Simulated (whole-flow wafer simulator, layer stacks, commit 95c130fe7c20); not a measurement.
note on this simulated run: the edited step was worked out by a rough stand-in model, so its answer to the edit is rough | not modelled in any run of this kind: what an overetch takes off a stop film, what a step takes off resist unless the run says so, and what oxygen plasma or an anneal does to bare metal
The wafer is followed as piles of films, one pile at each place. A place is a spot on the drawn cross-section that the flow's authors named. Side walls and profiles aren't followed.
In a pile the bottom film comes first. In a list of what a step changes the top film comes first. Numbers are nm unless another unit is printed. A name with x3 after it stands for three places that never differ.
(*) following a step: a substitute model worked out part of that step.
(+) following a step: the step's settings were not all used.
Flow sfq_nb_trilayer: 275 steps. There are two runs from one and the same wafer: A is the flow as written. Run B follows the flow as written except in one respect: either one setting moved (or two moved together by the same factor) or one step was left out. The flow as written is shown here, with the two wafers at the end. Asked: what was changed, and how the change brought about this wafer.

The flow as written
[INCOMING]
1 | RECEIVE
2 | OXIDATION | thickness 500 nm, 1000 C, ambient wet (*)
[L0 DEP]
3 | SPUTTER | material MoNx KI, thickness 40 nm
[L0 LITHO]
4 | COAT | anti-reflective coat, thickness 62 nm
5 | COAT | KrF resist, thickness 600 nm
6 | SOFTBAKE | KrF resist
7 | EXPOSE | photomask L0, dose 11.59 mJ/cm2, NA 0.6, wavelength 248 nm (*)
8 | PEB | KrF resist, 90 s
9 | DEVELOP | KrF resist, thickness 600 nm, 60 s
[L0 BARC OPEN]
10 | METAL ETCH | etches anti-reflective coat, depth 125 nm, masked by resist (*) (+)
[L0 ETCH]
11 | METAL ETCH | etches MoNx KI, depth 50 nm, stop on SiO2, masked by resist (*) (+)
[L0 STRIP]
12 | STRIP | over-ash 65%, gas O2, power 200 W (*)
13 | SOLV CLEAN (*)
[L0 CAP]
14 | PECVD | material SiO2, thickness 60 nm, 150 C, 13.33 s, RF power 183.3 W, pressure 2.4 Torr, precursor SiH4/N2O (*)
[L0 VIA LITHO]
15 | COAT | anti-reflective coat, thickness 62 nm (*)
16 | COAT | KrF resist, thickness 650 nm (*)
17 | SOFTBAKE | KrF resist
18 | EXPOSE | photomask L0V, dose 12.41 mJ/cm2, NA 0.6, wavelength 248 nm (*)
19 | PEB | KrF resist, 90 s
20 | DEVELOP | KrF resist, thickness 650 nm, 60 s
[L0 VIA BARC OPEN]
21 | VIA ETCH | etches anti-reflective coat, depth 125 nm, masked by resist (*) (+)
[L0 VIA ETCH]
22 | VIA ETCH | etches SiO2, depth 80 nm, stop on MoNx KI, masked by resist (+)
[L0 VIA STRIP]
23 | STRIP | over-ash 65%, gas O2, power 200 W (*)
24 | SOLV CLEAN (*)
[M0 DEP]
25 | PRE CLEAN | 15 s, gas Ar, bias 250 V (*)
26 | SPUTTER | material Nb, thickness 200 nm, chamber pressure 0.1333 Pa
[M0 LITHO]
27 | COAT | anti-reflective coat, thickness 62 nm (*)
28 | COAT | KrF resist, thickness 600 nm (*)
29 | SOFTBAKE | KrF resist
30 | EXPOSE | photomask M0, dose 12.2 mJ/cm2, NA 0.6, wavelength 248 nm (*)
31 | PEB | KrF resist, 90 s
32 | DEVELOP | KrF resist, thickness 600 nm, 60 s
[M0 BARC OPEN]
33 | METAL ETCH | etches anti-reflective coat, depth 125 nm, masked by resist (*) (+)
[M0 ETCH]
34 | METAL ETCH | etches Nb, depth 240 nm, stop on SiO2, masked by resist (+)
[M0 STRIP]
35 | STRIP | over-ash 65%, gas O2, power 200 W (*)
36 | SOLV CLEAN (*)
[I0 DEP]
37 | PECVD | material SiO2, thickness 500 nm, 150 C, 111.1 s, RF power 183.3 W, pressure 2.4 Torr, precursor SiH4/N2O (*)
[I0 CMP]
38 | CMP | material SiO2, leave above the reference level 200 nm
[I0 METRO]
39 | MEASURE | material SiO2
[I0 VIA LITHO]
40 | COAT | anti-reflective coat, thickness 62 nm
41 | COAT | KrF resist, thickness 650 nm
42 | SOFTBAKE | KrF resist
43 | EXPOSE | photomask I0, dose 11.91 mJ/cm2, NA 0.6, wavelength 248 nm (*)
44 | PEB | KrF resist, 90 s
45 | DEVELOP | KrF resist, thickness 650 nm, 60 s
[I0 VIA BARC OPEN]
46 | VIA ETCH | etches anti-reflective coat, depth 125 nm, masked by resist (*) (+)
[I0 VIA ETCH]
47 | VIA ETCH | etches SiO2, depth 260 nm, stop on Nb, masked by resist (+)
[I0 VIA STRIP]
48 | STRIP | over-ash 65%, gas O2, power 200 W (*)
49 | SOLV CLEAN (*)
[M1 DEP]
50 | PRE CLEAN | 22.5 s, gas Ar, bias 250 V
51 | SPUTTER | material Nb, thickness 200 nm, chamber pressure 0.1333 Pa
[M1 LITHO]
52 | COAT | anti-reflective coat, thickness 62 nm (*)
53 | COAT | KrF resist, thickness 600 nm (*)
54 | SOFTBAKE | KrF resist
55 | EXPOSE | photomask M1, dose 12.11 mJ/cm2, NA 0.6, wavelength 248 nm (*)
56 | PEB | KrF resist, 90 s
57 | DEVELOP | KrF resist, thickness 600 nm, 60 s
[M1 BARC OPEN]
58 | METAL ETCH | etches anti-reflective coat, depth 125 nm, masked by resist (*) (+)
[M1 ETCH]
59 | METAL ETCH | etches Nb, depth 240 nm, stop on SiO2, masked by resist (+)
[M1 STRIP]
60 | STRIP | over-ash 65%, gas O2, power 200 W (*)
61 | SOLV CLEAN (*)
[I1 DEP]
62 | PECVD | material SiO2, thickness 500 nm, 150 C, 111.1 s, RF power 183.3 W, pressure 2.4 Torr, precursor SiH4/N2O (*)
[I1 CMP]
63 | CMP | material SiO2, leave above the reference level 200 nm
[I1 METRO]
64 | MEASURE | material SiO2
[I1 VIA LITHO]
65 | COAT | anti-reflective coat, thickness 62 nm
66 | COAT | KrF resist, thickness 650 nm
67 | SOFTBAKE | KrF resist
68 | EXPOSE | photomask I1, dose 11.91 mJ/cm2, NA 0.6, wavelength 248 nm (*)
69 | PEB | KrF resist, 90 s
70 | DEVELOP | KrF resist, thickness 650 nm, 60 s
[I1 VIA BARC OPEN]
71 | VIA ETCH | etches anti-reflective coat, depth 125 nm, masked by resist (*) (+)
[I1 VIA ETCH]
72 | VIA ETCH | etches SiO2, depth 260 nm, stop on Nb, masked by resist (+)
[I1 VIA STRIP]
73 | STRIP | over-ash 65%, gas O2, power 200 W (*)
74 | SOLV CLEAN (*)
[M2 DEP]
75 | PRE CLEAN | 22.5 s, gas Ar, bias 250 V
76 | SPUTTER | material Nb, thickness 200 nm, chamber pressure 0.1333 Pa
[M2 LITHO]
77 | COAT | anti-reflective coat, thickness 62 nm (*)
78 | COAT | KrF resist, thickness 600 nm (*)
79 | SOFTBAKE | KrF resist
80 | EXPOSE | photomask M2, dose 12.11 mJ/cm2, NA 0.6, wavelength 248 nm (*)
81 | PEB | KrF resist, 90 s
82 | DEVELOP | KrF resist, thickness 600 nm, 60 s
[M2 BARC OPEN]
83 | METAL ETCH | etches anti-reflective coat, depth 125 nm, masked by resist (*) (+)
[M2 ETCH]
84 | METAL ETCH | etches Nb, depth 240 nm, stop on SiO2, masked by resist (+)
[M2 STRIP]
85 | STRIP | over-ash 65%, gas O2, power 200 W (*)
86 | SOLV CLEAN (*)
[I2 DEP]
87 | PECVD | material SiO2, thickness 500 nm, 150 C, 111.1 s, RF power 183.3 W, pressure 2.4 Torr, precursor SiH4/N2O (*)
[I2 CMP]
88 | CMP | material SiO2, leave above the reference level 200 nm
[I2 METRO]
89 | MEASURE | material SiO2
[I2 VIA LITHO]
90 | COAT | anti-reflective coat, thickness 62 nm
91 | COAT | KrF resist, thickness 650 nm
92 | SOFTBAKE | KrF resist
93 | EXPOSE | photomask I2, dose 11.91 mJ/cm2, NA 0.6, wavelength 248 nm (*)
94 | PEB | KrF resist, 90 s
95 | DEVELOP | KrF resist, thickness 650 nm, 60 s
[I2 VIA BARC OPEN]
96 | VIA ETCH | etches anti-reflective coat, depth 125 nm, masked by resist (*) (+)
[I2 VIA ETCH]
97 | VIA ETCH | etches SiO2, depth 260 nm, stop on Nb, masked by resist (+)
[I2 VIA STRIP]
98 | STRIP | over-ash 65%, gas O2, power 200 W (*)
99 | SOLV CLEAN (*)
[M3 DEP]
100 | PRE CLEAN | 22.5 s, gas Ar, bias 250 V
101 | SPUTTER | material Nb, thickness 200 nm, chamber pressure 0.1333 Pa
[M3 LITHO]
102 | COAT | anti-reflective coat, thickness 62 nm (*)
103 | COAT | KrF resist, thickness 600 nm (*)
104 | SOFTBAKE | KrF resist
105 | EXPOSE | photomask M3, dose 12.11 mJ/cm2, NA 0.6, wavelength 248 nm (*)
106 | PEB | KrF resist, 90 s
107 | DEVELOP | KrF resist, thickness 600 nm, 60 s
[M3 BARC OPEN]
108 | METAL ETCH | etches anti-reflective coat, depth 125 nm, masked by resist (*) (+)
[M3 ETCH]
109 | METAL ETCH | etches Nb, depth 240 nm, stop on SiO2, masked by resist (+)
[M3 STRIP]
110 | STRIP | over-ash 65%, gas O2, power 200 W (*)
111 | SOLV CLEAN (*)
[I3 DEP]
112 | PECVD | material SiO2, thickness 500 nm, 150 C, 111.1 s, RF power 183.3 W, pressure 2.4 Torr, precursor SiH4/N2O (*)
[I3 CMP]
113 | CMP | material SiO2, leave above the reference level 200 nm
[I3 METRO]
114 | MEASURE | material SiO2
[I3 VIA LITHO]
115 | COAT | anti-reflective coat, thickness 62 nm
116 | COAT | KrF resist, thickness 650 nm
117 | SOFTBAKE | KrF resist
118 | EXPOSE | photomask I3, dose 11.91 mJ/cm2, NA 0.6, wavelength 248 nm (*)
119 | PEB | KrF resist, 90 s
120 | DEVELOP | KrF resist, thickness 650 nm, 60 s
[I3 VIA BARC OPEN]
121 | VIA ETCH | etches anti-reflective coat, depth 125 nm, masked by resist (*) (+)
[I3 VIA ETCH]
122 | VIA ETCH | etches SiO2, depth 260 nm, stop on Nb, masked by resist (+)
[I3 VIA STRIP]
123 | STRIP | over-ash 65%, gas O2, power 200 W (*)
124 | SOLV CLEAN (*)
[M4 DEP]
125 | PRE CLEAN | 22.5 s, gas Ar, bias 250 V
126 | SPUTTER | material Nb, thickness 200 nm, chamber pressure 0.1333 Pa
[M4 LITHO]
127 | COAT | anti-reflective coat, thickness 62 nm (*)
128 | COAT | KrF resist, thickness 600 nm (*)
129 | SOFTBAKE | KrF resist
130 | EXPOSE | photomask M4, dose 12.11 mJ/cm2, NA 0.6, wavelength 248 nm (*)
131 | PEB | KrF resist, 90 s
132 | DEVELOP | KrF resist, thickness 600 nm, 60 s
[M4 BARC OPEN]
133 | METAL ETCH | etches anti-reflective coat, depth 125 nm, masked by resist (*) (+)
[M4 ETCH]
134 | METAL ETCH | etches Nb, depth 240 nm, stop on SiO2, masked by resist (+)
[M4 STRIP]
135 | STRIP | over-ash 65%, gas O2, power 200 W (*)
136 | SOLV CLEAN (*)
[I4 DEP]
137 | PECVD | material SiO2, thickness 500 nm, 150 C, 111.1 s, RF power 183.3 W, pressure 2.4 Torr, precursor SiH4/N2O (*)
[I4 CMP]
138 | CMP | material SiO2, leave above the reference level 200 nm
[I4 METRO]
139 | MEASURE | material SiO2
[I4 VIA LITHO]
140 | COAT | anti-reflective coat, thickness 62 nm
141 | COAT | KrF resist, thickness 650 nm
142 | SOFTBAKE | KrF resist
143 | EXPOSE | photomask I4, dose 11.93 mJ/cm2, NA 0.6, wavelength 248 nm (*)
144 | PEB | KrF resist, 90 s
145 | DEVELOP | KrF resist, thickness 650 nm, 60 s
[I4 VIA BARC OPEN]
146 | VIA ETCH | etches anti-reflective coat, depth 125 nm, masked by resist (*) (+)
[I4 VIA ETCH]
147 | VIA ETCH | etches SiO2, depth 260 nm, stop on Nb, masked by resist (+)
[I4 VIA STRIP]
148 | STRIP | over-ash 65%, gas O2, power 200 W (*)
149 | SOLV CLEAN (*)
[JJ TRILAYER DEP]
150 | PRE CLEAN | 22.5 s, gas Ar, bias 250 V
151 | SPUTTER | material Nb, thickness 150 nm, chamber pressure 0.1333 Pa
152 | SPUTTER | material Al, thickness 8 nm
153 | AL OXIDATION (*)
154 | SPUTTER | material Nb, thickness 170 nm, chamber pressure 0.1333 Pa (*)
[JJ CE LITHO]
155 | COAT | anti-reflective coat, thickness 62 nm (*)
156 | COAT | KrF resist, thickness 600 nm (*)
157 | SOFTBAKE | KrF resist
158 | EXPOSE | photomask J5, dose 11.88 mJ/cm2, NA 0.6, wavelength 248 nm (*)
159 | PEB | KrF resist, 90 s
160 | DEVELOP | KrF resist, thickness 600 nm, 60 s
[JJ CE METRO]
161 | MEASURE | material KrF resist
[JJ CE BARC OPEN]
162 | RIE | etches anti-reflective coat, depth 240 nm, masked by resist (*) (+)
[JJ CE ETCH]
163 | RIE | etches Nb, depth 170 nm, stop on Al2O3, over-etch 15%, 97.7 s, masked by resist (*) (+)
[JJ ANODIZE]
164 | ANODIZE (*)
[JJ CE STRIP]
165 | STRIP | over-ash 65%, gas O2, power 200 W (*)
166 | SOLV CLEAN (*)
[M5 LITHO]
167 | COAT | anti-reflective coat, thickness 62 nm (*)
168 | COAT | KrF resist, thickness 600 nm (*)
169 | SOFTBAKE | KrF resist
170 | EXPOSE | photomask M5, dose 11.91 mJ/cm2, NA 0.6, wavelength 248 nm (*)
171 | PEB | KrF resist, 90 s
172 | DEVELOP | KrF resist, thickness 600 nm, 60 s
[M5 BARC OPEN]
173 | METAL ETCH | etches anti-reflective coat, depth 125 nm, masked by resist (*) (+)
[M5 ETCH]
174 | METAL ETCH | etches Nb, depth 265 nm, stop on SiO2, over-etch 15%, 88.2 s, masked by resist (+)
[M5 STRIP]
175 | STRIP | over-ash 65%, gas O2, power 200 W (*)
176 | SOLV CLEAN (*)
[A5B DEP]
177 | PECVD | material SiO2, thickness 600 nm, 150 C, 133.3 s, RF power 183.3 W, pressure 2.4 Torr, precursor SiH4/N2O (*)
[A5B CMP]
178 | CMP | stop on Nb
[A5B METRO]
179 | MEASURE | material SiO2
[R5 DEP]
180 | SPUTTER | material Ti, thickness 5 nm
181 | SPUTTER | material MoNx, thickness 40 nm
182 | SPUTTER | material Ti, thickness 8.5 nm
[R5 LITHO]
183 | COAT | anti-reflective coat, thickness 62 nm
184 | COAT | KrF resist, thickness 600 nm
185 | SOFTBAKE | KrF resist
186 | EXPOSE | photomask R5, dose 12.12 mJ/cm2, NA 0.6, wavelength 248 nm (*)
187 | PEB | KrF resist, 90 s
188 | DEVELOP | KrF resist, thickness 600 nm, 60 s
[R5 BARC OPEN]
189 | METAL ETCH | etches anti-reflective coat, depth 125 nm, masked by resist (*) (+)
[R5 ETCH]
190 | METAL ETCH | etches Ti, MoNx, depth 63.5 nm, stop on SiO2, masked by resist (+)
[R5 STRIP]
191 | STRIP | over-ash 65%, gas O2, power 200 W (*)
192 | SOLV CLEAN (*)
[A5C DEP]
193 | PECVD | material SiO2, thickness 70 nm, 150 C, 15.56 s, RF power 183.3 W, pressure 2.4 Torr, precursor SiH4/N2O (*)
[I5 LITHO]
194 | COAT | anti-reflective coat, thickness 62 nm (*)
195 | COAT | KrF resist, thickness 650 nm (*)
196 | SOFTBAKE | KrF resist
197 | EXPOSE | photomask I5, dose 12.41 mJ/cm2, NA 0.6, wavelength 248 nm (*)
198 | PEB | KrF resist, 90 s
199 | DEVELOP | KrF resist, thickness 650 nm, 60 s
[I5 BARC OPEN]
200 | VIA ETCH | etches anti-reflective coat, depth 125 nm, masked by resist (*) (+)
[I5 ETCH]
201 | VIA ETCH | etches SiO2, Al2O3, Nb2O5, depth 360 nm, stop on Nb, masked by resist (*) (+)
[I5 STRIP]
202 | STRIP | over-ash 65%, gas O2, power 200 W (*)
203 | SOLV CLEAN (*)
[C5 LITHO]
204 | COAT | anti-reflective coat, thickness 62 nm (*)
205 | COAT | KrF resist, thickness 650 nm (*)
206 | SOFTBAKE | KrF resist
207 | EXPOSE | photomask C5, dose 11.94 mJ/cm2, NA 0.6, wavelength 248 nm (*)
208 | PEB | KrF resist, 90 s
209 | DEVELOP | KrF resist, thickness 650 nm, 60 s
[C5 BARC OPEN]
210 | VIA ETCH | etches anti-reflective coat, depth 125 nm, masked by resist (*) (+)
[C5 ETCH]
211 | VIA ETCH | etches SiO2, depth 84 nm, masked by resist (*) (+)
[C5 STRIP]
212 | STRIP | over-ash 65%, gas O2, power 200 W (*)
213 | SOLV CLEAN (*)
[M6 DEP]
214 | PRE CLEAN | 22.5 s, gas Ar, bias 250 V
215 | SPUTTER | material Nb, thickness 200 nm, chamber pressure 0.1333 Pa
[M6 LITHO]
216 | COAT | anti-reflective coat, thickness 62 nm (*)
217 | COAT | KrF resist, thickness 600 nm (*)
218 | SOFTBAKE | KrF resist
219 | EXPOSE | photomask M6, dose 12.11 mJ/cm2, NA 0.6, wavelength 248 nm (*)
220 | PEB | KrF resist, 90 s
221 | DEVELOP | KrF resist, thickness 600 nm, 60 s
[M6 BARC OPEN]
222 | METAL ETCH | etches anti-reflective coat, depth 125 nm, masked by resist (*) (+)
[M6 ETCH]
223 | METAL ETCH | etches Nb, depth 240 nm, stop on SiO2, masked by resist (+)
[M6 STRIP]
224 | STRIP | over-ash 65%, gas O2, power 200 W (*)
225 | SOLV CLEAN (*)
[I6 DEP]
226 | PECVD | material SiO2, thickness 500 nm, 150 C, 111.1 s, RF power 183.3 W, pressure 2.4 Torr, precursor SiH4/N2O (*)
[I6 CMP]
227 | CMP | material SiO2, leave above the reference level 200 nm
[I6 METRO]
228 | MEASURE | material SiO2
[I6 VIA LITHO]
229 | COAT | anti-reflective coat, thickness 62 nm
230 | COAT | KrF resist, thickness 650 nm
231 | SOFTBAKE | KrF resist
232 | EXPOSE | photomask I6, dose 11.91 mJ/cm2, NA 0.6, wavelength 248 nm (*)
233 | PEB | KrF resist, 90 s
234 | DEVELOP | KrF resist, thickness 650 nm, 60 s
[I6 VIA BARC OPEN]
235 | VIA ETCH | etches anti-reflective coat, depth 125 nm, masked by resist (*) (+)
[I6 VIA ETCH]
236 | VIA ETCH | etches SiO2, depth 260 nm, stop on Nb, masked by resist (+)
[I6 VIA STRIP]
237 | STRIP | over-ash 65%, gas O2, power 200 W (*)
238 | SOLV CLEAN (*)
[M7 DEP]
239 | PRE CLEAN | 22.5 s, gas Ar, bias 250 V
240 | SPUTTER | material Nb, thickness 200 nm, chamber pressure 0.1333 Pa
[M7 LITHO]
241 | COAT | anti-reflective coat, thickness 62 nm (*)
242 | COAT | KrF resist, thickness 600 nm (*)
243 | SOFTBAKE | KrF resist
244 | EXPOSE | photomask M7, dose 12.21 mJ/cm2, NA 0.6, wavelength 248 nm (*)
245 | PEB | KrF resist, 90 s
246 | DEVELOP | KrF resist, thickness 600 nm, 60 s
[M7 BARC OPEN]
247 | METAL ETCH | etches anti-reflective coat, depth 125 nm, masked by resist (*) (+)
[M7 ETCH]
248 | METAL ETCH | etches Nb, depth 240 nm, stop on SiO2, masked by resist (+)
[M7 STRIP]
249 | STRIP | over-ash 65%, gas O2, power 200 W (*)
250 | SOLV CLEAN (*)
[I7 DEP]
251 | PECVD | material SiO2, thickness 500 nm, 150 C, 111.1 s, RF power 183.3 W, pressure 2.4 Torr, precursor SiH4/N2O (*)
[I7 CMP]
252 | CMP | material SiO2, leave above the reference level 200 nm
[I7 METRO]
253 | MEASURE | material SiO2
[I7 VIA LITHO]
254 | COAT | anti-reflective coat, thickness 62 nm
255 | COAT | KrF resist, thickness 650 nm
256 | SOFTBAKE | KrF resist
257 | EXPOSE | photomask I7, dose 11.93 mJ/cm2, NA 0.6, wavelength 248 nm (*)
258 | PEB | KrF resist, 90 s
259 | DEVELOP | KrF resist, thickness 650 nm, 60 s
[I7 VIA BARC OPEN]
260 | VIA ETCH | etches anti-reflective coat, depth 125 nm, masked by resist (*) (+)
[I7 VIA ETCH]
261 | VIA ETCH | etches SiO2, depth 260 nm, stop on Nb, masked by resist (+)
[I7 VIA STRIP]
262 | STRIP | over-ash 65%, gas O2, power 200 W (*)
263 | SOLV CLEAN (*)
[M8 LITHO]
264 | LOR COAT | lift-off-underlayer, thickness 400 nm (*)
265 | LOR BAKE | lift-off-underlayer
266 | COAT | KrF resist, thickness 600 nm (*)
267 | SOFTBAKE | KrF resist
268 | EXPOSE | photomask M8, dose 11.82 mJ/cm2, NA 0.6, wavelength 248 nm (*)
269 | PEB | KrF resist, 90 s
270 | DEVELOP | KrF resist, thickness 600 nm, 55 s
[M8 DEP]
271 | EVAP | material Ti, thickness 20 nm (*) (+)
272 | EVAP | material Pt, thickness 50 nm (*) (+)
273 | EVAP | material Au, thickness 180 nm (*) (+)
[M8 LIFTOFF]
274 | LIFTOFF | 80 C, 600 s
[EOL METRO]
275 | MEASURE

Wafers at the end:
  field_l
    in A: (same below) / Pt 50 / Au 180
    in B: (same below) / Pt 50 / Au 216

Cause: step 273, EVAP: thickness 216 nm was run, though the flow has thickness 180 nm.
One can read it off the wafer: field_l has Au 216, and step 273 as written asks for 180 nm.

Step by step, how the change led to this:
  273 | EVAP | material Au, thickness 180 nm (*) (+)
      field_l, v_sur, via_wl and 103 more: A Au gains 180 (new film) | B Au gains 216 (new film)
  274 | LIFTOFF | 80 C, 600 s
      p4_fl x3, p4_w1 x9, p4_g1 x2 and 60 more: A Au loses 180 (all of it), Pt loses 50 (all of it), Ti loses 20 (all of it), KrF resist loses 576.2 (all of it), lift-off-underlayer loses 400 (all of it) | B Au loses 216 (all of it), Pt loses 50 (all of it), Ti loses 20 (all of it), KrF resist loses 576.2 (all of it), lift-off-underlayer loses 400 (all of it)
      c5j, ce_r: A Au loses 180 (all of it), Pt loses 50 (all of it), Ti loses 20 (all of it), KrF resist loses 573.3 (all of it), lift-off-underlayer loses 399.3 (all of it) | B Au loses 216 (all of it), Pt loses 50 (all of it), Ti loses 20 (all of it), KrF resist loses 573.3 (all of it), lift-off-underlayer loses 399.3 (all of it)
      (as well as at 19 more places)
